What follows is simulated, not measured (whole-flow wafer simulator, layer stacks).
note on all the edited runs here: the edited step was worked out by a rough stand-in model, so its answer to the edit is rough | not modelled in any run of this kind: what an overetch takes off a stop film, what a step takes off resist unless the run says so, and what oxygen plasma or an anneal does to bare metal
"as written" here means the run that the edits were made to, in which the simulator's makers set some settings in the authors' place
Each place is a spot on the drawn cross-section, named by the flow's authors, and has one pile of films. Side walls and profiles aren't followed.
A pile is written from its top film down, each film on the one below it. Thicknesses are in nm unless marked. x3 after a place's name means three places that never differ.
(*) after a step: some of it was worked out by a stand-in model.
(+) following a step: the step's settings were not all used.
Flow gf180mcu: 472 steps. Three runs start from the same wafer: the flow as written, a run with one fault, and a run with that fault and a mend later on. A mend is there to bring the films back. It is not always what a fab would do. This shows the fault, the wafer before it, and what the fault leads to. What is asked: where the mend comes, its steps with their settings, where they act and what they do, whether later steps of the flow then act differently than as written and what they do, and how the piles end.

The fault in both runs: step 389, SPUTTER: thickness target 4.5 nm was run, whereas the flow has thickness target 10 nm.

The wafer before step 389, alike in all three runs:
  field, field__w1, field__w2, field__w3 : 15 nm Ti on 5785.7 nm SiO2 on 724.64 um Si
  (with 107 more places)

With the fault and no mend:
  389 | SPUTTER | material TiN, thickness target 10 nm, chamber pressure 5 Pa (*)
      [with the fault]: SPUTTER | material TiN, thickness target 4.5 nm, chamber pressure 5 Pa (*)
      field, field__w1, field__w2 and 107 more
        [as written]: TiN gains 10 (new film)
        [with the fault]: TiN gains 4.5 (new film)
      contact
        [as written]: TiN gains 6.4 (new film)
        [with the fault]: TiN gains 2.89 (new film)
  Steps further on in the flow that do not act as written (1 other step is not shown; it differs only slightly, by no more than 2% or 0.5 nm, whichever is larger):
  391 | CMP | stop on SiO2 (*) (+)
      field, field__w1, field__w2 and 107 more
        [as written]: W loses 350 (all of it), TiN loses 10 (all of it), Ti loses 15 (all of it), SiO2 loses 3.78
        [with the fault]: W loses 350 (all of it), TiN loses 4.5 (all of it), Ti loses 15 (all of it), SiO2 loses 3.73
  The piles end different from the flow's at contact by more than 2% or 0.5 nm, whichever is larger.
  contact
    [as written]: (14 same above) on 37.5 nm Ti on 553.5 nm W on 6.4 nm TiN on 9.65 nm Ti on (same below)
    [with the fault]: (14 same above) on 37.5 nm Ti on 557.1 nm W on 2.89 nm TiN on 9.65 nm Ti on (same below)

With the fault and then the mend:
  After step 389 comes the mend.
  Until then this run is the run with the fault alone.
  389a | SPUTTER | material TiN, thickness target 5.5 nm, chamber pressure 5 Pa (*) (the flow's step 389, run once more with other settings)
      field, field__w1, field__w2 and 107 more
        TiN gains 5.5
      contact
        TiN gains 3.52
  Every later step of the flow that is run acts as written at every place that is followed.
  By the end, the piles equal the flow's at every place that both follow.
